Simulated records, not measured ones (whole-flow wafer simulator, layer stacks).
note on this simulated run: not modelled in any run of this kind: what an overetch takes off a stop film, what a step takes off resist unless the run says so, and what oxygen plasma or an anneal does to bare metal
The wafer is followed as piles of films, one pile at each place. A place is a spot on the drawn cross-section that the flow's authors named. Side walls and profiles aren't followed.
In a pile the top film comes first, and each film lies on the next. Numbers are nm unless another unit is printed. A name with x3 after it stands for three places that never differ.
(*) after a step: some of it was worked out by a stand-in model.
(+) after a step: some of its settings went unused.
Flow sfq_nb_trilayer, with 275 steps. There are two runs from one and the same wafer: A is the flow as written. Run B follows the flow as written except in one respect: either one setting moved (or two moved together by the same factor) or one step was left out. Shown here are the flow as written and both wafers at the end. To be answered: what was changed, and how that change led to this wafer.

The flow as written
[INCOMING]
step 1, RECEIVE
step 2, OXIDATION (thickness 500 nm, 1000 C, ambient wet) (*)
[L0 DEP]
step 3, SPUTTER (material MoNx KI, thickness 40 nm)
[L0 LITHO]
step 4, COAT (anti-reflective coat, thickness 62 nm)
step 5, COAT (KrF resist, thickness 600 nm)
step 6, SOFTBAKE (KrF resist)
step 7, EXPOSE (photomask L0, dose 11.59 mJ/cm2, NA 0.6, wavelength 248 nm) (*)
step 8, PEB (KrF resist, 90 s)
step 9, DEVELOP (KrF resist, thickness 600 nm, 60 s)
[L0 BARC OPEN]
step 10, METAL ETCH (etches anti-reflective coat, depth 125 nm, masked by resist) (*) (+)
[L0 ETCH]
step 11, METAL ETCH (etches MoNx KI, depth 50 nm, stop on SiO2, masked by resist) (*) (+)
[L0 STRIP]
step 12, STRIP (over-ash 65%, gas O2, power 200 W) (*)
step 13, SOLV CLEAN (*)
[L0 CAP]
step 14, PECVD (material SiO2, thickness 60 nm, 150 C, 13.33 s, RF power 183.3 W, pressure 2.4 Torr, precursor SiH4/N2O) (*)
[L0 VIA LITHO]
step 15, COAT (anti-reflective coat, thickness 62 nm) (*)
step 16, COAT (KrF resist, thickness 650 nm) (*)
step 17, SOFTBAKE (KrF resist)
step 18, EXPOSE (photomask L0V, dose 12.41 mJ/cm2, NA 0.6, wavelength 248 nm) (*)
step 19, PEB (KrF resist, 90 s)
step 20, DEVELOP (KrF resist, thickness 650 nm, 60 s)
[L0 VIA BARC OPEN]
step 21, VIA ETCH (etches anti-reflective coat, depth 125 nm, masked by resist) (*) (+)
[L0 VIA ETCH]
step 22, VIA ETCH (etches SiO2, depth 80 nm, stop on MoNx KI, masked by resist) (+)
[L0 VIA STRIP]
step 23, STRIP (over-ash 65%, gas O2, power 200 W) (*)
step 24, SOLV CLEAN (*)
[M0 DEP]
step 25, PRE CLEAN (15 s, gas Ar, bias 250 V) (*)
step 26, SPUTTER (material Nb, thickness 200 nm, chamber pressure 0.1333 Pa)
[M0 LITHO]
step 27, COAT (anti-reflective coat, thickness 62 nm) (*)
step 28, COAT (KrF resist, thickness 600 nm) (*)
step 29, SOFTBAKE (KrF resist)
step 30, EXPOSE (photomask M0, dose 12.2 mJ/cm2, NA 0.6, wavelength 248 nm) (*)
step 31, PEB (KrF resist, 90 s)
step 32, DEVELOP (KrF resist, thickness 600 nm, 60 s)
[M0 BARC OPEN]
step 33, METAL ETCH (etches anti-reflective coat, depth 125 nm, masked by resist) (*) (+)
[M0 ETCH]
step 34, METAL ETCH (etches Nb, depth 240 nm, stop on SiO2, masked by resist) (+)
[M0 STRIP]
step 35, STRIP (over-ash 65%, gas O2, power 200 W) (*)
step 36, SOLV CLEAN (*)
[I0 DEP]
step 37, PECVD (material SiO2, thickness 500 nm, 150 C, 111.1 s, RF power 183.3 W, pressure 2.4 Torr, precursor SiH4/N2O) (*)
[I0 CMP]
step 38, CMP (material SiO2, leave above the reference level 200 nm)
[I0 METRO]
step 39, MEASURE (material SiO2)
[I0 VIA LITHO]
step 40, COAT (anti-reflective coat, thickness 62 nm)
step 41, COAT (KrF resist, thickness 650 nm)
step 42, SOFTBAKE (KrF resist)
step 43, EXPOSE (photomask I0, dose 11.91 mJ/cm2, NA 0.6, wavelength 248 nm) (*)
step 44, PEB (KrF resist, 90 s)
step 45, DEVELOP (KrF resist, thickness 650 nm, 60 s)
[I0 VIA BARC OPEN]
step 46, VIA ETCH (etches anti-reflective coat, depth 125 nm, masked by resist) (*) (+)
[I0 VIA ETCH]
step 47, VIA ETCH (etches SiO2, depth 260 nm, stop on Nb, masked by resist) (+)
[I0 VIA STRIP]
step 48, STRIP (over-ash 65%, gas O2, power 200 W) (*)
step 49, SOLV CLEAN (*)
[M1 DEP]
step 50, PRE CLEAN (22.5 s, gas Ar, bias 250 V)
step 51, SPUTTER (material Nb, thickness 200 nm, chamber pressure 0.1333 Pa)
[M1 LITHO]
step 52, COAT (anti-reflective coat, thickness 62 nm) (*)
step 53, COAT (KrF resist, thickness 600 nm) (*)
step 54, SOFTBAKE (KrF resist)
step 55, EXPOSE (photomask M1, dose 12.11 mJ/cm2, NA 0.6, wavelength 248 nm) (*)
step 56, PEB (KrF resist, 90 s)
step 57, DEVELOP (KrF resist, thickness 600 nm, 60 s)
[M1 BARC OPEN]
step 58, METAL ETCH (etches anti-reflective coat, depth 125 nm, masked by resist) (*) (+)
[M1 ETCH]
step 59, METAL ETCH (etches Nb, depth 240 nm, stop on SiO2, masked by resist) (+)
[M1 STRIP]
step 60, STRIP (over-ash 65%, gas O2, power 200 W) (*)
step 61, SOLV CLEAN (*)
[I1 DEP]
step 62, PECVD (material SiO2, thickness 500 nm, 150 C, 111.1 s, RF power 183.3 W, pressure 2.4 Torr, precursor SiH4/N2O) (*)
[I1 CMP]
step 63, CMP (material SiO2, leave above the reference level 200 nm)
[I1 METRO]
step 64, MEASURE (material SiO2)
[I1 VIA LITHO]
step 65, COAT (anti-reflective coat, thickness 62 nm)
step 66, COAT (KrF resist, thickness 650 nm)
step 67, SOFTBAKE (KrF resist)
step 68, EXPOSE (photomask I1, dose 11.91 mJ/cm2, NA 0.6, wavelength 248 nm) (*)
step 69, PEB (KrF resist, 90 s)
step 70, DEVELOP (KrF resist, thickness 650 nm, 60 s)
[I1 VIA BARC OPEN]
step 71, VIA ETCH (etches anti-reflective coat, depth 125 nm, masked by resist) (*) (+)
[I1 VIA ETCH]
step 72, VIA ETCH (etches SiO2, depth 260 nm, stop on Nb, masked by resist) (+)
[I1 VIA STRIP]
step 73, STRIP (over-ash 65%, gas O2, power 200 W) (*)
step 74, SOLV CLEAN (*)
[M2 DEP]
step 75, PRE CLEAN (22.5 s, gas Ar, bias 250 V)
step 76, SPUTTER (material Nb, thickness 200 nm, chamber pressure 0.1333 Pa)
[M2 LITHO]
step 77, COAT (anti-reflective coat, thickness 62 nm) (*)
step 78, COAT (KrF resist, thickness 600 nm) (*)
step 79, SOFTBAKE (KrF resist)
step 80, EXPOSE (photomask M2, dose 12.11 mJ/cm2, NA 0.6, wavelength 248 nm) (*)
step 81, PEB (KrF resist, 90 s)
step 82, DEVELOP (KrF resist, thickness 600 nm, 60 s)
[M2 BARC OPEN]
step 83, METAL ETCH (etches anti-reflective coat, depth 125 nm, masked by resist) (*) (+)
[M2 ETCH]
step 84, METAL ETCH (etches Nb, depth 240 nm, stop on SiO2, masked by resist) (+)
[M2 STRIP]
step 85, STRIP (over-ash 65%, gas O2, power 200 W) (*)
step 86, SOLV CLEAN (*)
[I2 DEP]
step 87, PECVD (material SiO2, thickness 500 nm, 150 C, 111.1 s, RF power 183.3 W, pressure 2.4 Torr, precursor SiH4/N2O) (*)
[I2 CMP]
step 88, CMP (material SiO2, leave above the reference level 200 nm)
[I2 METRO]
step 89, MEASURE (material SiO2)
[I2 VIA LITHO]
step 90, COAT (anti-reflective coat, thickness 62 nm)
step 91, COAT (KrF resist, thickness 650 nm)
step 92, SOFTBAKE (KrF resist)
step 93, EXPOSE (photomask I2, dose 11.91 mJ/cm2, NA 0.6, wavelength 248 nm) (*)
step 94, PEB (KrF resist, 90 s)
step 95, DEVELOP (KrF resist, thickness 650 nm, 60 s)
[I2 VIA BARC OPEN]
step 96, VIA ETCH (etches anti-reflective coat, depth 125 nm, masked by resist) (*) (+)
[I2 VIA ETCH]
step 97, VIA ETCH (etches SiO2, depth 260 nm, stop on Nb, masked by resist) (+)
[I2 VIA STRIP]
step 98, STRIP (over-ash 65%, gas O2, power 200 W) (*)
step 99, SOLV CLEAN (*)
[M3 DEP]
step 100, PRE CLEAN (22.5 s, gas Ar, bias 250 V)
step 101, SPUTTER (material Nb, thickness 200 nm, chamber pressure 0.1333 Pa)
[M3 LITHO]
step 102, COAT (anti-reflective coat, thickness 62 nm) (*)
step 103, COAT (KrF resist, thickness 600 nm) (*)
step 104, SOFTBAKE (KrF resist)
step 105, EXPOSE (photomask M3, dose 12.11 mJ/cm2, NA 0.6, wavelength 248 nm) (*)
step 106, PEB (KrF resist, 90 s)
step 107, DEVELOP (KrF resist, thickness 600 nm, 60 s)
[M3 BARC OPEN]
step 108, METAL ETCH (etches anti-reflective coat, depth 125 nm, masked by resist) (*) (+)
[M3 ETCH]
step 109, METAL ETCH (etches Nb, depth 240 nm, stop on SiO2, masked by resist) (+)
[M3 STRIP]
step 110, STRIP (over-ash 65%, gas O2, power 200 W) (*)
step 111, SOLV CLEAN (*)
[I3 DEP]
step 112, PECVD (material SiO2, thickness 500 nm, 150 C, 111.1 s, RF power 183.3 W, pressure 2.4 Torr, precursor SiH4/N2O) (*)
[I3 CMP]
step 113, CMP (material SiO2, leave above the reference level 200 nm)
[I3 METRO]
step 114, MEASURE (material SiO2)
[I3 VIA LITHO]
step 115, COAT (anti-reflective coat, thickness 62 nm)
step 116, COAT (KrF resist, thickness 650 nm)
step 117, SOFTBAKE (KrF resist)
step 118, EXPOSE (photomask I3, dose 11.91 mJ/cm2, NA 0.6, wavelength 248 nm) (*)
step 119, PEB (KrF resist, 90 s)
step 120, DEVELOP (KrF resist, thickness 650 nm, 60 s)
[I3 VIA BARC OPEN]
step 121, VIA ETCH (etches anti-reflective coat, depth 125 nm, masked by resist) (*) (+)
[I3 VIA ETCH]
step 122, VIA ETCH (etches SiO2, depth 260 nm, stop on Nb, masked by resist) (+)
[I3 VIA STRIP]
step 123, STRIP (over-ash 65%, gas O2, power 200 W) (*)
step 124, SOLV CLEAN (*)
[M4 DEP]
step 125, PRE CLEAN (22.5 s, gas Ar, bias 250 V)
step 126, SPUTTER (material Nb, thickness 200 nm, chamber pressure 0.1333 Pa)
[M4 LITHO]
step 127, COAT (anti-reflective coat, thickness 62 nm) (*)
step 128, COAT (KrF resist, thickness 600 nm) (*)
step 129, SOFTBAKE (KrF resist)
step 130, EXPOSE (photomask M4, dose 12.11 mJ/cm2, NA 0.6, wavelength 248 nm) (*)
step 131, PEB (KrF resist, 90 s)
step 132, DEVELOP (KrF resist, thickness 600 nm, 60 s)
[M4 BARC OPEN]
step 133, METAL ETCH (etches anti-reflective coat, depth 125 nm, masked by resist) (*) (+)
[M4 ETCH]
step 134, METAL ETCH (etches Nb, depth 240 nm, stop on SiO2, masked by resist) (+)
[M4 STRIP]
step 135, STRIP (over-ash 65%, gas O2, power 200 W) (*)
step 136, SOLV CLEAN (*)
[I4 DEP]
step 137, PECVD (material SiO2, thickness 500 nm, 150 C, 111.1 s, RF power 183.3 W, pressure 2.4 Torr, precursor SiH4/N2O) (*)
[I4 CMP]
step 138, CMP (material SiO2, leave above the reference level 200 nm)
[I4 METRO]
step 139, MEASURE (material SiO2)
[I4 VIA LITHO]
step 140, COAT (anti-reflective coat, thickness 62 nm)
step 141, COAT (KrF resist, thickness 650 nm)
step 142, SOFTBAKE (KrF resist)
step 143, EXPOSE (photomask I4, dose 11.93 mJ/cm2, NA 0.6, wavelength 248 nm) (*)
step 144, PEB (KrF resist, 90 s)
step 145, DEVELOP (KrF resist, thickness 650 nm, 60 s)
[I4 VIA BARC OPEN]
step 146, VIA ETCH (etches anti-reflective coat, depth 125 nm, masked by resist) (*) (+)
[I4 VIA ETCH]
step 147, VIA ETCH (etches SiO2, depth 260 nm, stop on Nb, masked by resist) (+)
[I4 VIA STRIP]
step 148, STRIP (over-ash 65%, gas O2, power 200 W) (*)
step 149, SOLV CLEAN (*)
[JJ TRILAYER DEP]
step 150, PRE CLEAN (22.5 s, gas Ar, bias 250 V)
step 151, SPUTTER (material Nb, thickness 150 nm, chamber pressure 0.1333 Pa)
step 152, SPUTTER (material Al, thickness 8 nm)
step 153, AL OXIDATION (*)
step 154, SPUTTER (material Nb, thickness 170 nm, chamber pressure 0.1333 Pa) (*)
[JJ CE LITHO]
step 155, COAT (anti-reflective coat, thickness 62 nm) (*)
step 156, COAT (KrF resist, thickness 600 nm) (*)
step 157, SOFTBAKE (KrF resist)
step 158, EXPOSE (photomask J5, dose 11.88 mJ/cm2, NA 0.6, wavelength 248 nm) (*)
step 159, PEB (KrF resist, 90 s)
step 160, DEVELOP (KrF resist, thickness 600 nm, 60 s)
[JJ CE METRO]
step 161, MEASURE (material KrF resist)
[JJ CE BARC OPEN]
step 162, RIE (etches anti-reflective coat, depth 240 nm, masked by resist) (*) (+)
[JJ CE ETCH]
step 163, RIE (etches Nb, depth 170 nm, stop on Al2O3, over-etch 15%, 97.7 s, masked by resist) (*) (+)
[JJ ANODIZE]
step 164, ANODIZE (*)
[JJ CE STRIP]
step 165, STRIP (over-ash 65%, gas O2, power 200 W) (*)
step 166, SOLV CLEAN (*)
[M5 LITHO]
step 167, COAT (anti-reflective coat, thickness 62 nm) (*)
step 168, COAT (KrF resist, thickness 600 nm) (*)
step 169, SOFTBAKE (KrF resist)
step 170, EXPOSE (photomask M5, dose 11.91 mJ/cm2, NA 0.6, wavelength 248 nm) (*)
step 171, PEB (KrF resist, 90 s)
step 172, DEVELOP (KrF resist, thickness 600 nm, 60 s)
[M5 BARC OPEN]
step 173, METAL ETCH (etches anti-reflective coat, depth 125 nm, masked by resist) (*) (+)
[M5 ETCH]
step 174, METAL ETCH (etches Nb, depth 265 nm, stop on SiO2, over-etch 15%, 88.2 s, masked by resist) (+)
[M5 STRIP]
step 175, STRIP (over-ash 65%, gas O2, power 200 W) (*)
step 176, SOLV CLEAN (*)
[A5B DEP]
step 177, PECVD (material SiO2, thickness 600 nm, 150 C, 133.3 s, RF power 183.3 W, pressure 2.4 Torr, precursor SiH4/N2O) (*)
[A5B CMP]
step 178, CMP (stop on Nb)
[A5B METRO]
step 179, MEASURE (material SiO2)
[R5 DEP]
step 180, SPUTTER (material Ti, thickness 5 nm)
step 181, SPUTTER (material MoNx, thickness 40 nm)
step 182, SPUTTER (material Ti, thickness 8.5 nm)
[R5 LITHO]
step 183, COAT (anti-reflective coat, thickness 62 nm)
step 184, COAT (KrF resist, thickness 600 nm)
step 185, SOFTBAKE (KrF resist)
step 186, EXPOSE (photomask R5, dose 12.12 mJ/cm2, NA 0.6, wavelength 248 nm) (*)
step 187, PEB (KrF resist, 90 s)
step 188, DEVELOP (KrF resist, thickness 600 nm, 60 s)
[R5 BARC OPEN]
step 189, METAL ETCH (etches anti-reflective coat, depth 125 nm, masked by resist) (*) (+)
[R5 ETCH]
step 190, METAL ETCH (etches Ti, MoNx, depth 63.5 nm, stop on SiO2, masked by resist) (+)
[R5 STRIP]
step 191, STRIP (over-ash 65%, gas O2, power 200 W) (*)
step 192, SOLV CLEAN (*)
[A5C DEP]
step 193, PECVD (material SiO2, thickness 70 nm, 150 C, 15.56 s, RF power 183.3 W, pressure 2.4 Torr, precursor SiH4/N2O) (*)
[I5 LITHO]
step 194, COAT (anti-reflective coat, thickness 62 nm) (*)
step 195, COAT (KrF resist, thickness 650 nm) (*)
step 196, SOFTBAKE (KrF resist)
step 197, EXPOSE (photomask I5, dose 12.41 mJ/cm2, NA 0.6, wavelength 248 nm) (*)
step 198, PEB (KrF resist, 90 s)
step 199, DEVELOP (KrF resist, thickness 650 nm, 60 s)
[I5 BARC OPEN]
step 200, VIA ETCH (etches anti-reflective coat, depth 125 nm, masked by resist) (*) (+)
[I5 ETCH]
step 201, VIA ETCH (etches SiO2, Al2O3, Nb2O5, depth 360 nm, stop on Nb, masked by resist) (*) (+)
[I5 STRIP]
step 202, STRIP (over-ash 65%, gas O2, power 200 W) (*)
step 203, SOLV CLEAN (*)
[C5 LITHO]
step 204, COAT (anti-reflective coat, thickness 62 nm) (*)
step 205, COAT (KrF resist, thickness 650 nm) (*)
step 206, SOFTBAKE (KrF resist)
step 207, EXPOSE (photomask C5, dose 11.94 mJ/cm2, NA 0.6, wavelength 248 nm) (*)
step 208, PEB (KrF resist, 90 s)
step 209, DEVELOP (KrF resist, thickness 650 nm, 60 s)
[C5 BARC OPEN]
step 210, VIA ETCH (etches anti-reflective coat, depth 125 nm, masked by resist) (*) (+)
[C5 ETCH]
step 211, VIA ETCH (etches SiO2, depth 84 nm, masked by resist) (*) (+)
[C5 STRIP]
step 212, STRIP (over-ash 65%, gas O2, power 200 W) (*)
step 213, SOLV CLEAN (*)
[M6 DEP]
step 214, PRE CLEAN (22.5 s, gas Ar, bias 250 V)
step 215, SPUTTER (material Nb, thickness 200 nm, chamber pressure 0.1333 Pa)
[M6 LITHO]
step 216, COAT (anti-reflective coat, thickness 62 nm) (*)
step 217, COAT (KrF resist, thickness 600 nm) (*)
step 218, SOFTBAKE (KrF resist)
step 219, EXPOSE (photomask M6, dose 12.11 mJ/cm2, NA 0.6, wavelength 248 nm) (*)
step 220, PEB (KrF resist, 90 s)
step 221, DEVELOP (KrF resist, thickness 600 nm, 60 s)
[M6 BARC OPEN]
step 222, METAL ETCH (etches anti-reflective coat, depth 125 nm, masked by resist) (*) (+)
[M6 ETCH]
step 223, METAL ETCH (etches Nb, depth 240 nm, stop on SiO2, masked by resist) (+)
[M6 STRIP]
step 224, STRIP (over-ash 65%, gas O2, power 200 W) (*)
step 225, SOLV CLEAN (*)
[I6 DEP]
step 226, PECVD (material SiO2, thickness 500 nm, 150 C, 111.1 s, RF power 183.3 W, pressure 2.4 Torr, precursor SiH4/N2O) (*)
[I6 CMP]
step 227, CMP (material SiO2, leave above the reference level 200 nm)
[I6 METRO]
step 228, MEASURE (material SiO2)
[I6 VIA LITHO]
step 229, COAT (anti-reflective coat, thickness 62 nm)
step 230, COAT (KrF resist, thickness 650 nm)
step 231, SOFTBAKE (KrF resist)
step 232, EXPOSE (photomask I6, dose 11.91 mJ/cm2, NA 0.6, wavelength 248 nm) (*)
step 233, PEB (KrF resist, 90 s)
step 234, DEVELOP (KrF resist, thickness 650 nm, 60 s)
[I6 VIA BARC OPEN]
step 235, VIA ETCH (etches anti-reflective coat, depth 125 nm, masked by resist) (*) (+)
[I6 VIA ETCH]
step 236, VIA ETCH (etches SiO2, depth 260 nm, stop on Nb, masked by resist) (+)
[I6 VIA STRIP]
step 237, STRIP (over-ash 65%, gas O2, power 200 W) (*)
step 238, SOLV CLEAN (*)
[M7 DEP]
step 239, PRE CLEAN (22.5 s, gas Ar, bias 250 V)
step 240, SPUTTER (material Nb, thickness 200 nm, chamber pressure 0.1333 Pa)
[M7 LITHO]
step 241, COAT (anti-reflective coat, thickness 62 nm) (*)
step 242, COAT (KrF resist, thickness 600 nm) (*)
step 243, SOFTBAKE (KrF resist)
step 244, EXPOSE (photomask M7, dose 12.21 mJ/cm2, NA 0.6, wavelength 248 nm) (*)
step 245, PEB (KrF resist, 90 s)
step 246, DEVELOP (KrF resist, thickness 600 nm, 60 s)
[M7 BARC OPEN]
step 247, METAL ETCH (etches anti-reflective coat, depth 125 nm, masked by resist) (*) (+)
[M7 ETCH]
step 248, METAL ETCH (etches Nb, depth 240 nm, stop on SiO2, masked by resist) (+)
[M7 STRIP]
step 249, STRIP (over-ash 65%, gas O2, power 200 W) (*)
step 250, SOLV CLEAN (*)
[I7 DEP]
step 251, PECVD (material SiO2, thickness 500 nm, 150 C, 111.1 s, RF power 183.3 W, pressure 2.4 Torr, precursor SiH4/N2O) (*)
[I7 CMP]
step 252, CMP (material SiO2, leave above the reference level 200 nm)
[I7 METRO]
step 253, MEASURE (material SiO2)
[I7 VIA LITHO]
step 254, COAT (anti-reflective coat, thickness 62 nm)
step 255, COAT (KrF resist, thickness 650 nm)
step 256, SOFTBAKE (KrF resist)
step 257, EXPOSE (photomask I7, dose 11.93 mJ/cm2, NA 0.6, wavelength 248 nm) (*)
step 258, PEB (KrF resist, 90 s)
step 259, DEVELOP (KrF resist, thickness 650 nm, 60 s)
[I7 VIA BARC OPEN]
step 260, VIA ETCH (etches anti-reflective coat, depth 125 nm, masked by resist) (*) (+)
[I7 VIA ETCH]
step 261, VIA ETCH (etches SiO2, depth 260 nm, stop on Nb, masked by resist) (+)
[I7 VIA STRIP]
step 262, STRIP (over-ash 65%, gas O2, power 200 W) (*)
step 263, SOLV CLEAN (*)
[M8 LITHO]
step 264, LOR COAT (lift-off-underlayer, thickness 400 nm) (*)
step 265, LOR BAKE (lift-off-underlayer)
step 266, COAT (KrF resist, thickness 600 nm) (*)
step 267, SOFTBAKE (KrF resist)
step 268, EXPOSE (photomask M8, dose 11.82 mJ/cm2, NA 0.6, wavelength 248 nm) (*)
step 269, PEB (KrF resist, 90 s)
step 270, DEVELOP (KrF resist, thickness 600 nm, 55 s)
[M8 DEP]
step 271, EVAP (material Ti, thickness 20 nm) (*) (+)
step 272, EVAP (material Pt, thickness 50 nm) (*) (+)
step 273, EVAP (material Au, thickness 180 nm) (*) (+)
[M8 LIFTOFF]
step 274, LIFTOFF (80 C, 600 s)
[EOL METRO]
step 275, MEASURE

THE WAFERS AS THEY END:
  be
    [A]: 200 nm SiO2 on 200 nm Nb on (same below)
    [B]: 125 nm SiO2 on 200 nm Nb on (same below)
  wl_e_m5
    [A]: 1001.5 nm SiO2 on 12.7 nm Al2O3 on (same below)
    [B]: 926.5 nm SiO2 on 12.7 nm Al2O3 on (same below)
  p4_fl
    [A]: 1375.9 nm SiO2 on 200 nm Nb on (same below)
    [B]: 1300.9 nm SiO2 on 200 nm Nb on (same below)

Cause: step 252, CMP: leave above the reference level 125 nm was run, though the flow has leave above the reference level 200 nm.
The wafer lets one read it off: be has SiO2 125, and step 252 as written asks for 200 nm.

Step by step, how the change led to this:
  step 252, CMP (material SiO2, leave above the reference level 200 nm)
      field_l, p4_fl, p4_fm and 56 more: A SiO2 loses 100 | B SiO2 loses 175
      v_sur, via_wl, via_w and 37 more: A SiO2 loses 300 | B SiO2 loses 375
      (and at 7 other places as well)
  step 261, VIA ETCH (etches SiO2, depth 260 nm, stop on Nb, masked by resist) (+)
      field_l, v_sur, via_sp and 100 more: A KrF resist loses 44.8 | B KrF resist loses 32.3
      via_wl, via_w, via_wr: A SiO2 loses 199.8 (all of it) | B SiO2 loses 124.8 (all of it)
  step 262, STRIP (over-ash 65%, gas O2, power 200 W) (*)
      field_l, v_sur, via_sp and 100 more: A KrF resist loses 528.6 (all of it), anti-reflective coat loses 62 (all of it) | B KrF resist loses 541.1 (all of it), anti-reflective coat loses 62 (all of it)
  step 264, LOR COAT (lift-off-underlayer, thickness 400 nm) (*)
      via_wl, via_wr: A lift-off-underlayer gains 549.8 (new film) | B lift-off-underlayer gains 493.6 (new film)
      v_sur: A lift-off-underlayer gains 369.4 (new film) | B lift-off-underlayer gains 380.9 (new film)
      (and at 2 other places as well)
  step 266, COAT (KrF resist, thickness 600 nm) (*)
      via_w: A KrF resist gains 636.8 (new film) | B KrF resist gains 623 (new film)
  step 270, DEVELOP (KrF resist, thickness 600 nm, 55 s)
      v_sur: A KrF resist loses 607.3 (all of it), lift-off-underlayer loses 369.4 (all of it) | B KrF resist loses 604.1 (all of it), lift-off-underlayer loses 380.9 (all of it)
      via_wl: A KrF resist loses 623.9 (all of it), lift-off-underlayer loses 549.8 (all of it) | B KrF resist loses 614.4 (all of it), lift-off-underlayer loses 493.6 (all of it)
      (and at 3 other places as well)
